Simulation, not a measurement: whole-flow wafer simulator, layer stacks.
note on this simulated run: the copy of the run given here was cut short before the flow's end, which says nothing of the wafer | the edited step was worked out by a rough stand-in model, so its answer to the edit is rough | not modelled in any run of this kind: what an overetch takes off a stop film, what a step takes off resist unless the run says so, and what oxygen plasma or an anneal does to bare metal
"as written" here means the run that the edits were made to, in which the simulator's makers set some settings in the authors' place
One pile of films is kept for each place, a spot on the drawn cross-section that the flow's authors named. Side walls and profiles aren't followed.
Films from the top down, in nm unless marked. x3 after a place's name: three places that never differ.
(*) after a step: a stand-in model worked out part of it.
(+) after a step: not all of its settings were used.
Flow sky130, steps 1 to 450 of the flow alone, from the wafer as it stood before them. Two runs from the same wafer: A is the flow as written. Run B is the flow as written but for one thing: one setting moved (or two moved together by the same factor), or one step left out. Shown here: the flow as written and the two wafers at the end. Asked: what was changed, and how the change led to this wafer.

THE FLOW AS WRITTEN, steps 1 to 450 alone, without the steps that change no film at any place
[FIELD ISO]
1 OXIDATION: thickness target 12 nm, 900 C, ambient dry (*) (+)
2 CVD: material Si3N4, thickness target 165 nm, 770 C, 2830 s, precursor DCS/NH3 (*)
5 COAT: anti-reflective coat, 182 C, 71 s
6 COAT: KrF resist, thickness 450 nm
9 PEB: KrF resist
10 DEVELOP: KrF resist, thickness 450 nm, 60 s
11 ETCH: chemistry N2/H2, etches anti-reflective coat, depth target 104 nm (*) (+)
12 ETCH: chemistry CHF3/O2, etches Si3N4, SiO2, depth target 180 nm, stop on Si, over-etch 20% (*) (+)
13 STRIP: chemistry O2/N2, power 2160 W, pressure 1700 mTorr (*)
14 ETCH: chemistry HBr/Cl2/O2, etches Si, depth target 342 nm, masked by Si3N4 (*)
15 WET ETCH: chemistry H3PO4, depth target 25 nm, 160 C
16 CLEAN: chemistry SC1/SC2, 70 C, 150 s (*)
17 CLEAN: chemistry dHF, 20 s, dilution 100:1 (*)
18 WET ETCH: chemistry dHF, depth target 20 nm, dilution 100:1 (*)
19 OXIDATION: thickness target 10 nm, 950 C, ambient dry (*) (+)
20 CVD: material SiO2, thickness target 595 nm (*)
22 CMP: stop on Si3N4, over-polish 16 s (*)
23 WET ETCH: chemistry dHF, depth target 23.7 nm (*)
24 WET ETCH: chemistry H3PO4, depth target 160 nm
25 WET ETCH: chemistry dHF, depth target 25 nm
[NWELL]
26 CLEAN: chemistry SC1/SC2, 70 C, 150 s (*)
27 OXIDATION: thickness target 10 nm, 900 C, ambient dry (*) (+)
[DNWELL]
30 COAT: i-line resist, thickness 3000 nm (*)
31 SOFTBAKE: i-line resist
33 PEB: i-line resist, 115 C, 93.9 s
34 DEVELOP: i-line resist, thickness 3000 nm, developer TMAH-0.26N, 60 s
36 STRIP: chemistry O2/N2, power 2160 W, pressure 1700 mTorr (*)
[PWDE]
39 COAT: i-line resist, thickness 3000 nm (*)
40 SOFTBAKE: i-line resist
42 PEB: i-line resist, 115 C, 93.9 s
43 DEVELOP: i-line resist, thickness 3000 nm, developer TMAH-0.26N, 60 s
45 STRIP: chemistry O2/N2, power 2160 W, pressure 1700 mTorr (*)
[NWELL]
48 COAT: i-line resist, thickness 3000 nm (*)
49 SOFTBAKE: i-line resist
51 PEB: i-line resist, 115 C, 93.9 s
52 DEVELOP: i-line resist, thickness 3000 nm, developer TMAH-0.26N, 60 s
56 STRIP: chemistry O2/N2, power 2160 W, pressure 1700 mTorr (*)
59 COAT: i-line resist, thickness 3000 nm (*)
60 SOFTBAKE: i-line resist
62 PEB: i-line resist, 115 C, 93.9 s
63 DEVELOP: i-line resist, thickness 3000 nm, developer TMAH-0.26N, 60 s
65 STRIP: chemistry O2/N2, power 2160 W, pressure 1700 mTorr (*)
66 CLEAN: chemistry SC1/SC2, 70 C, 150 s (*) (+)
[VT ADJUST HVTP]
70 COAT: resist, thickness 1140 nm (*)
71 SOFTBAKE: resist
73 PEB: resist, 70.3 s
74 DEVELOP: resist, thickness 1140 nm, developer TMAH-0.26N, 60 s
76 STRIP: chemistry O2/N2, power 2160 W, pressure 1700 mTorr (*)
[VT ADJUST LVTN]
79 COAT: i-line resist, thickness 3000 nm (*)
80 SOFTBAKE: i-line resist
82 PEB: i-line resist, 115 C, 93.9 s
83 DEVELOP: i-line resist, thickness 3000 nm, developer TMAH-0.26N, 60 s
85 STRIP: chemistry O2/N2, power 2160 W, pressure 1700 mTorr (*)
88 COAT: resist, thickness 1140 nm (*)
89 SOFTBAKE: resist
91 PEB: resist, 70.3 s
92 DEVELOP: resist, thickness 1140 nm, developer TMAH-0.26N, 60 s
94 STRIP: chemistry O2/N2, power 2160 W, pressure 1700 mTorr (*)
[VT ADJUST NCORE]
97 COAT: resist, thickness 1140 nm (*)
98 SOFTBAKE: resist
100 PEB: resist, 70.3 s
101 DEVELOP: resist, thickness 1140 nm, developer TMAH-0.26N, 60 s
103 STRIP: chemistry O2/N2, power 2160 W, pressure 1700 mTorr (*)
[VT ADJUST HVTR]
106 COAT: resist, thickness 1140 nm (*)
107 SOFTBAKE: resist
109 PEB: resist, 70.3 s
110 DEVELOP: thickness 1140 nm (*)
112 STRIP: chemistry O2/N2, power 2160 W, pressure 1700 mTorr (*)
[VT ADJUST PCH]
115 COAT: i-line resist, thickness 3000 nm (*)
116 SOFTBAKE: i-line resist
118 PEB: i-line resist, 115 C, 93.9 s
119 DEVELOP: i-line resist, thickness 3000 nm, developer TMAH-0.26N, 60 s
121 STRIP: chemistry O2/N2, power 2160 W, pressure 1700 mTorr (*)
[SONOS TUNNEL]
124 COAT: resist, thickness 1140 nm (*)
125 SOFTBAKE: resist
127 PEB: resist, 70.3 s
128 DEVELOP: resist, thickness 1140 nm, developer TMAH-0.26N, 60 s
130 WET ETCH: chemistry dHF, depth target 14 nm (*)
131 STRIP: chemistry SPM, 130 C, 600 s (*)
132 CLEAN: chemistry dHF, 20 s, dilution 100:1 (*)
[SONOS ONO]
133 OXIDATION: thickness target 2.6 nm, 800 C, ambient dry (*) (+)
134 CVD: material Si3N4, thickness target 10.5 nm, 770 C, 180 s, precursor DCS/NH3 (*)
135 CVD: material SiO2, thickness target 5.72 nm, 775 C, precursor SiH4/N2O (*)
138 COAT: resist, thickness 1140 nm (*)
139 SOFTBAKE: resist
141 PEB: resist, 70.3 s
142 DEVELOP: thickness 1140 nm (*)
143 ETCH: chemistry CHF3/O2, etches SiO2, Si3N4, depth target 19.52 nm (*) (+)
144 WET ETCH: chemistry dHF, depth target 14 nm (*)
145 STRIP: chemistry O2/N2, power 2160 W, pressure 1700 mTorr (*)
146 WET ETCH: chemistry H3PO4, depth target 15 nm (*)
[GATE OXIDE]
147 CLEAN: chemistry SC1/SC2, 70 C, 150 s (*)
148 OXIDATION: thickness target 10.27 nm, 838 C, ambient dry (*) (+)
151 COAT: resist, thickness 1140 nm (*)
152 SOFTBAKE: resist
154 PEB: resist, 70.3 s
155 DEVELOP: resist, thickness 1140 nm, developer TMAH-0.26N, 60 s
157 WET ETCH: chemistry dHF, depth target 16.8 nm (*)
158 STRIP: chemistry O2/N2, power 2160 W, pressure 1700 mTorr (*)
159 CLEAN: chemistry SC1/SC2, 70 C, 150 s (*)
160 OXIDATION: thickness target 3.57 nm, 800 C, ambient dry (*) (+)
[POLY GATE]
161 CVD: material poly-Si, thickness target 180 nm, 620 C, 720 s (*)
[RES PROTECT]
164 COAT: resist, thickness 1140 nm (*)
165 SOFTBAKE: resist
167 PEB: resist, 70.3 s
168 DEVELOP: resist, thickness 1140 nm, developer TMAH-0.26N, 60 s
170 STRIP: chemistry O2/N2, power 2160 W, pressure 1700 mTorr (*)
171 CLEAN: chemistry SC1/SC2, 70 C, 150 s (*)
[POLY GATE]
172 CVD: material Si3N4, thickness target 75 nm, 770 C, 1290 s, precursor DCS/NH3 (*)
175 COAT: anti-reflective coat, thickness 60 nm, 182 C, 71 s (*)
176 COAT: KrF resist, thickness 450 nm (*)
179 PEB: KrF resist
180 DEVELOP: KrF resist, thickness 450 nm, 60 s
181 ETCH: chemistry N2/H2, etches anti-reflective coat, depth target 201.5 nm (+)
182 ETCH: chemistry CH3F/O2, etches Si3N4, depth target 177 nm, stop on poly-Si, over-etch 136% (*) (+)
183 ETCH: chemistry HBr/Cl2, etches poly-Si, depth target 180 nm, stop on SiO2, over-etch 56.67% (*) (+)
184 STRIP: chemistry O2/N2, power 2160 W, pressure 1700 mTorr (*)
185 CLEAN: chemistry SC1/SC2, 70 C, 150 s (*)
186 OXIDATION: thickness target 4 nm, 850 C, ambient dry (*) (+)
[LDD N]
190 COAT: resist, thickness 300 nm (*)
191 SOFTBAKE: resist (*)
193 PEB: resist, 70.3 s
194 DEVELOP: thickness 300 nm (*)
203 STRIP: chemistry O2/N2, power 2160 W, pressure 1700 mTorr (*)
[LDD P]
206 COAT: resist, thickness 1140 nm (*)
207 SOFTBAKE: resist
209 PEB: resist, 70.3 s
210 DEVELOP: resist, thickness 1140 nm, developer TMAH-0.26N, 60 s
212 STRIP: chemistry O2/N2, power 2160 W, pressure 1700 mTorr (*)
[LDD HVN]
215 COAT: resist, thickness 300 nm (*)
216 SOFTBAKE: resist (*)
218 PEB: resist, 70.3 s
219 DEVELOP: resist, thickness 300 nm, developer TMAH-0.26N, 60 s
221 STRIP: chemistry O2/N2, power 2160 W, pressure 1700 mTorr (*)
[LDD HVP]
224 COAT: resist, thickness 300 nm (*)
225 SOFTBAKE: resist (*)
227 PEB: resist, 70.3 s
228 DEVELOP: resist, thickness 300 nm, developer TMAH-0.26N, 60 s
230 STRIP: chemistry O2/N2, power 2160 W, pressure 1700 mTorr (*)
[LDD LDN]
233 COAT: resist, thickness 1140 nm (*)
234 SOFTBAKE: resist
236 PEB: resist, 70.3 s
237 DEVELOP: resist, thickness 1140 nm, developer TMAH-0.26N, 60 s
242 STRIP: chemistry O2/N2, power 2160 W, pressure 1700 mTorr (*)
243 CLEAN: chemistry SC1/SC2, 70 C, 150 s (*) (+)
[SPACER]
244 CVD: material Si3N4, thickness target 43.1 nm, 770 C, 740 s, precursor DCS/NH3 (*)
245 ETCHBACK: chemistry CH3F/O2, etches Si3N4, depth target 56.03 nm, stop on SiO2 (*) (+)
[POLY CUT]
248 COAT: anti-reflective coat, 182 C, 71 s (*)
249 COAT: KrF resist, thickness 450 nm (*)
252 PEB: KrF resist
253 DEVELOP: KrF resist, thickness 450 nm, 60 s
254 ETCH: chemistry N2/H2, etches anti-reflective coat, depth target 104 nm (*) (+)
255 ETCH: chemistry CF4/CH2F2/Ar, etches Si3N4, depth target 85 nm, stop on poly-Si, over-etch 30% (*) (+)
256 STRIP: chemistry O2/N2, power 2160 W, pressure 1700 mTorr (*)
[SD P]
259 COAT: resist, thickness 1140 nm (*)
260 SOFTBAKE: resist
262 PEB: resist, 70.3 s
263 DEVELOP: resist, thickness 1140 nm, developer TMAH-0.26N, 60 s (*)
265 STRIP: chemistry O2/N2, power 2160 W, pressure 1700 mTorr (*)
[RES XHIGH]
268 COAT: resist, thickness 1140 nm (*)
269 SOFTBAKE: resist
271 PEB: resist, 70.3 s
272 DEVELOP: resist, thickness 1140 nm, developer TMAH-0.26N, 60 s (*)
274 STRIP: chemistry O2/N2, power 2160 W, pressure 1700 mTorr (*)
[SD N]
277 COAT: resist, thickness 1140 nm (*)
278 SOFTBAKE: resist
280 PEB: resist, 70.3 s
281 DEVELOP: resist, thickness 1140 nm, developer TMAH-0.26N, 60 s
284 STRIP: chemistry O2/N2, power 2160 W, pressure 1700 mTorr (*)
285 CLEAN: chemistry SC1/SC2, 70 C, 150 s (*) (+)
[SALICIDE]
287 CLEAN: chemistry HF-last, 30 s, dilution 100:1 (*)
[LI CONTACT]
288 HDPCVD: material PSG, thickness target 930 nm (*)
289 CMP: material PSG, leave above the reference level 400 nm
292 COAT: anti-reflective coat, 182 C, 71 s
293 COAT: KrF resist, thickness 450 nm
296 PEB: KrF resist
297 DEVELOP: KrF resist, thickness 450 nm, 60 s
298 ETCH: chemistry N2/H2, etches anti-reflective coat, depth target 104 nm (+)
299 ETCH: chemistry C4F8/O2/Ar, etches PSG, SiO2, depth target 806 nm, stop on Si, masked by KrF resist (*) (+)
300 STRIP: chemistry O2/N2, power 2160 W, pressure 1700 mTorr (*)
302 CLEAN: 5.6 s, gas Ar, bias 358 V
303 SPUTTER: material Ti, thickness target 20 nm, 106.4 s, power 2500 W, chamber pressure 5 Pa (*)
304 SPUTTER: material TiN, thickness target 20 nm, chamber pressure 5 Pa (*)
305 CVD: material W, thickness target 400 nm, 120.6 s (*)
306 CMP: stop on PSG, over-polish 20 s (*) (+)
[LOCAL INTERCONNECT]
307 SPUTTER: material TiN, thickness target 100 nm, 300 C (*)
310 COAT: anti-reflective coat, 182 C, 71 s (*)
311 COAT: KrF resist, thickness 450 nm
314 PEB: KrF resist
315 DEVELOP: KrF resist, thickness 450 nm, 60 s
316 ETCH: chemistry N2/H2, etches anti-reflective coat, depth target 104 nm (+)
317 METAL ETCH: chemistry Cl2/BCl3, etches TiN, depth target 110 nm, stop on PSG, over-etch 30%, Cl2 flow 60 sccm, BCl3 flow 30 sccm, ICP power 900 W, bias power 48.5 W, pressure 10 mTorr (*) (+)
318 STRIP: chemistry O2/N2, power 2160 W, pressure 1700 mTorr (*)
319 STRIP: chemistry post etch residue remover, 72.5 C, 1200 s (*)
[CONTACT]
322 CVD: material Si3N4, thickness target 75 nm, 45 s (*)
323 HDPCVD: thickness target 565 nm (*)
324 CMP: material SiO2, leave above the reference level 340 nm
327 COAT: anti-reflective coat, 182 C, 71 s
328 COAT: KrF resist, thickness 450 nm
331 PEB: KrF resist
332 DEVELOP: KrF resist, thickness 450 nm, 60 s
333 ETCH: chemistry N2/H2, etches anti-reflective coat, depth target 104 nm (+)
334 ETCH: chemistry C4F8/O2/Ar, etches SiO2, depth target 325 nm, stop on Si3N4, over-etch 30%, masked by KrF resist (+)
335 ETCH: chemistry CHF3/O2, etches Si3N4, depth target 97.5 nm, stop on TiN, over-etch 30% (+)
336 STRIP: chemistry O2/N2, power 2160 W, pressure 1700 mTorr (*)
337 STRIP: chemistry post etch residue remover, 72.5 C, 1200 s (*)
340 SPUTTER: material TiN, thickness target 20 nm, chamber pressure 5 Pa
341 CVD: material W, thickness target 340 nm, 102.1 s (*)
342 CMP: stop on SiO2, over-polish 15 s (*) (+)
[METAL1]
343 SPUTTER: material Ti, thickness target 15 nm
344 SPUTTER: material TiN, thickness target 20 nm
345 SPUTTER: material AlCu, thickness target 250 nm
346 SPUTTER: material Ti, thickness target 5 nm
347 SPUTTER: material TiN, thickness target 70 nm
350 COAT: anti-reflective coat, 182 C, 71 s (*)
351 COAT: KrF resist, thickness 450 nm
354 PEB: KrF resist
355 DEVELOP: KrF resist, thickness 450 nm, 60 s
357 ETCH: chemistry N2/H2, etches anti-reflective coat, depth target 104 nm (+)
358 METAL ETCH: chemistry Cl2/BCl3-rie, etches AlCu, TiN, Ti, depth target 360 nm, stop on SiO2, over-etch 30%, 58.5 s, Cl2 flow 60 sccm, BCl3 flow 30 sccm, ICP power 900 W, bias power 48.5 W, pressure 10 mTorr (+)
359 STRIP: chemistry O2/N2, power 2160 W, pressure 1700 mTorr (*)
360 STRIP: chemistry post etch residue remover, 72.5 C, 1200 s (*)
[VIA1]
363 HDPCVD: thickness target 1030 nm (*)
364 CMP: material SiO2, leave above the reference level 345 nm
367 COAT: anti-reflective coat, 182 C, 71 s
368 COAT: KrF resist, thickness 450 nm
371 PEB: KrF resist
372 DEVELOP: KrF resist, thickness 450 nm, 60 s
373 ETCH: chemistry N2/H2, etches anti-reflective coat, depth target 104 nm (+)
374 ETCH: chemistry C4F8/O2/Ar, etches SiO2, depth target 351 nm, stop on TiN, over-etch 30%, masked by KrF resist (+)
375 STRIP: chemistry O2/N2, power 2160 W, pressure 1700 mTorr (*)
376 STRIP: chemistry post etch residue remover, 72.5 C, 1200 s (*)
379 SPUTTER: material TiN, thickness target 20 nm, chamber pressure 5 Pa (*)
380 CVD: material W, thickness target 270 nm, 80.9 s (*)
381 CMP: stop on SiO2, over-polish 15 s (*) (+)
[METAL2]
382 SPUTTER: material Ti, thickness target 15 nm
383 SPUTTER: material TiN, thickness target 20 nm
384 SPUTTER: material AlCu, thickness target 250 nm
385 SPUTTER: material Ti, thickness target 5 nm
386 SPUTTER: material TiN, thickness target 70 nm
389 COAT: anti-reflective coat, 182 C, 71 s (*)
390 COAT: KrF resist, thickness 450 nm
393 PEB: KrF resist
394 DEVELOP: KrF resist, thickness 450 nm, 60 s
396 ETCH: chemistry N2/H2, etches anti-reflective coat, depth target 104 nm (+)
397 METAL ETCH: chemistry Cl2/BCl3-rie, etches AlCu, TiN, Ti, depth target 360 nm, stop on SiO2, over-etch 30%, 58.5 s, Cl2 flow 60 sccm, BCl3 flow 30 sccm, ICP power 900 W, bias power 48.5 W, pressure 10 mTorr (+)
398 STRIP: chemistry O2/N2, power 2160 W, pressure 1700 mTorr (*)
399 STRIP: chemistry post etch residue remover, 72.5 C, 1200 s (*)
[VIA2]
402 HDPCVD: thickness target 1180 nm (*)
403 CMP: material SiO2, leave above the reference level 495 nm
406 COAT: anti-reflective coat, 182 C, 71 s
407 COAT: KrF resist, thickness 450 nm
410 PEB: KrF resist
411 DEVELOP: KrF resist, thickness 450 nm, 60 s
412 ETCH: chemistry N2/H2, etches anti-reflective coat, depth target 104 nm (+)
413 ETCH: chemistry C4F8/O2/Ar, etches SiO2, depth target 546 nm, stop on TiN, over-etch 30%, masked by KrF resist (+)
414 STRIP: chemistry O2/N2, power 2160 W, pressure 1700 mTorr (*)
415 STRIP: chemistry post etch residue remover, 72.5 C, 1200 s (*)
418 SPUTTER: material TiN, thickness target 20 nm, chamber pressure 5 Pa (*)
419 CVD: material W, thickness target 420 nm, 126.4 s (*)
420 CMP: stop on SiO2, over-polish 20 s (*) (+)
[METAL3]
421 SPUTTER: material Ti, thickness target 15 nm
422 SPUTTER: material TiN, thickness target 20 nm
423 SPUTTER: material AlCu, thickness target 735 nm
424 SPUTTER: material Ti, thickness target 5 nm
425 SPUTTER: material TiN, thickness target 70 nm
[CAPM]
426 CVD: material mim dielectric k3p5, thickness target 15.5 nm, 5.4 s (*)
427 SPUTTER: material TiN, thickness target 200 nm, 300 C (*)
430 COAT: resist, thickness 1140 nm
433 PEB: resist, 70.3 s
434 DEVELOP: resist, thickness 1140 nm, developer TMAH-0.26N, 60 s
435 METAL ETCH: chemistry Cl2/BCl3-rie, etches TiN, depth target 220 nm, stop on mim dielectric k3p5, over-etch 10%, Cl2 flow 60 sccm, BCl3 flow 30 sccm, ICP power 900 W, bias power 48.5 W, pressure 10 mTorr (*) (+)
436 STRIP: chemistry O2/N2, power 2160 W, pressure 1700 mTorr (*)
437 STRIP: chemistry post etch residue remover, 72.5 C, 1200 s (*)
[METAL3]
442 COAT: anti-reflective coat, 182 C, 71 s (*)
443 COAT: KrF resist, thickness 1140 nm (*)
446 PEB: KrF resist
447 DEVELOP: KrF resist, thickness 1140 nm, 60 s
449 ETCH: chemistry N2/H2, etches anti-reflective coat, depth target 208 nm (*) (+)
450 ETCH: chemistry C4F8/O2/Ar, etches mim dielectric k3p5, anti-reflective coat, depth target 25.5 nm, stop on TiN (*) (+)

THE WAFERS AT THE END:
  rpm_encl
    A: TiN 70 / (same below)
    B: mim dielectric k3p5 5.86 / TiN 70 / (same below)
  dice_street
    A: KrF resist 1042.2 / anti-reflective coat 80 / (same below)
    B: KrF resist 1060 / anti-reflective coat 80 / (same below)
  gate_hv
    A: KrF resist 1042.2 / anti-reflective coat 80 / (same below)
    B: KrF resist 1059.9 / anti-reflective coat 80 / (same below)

The cause: step 449, ETCH: depth target 85.3 nm was run, where the flow has depth target 208 nm.

How the change led to this, step by step:
  449 ETCH: chemistry N2/H2, etches anti-reflective coat, depth target 208 nm (*) (+)
      rpm_encl, rpm_encl_psd, rpm_encl_urpm: A anti-reflective coat -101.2 (all of it) | B anti-reflective coat -85.3
      n_well, p_well, gate_hv and 104 more: A KrF resist -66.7 | B KrF resist -47.4
  450 ETCH: chemistry C4F8/O2/Ar, etches mim dielectric k3p5, anti-reflective coat, depth target 25.5 nm, stop on TiN (*) (+)
      rpm_encl, rpm_encl_psd, rpm_encl_urpm: A mim dielectric k3p5 -15.5 (all of it) | B anti-reflective coat -15.9 (all of it), mim dielectric k3p5 -9.64
      n_well, p_well, gate_hv and 104 more: A KrF resist -15.5 | B KrF resist -17
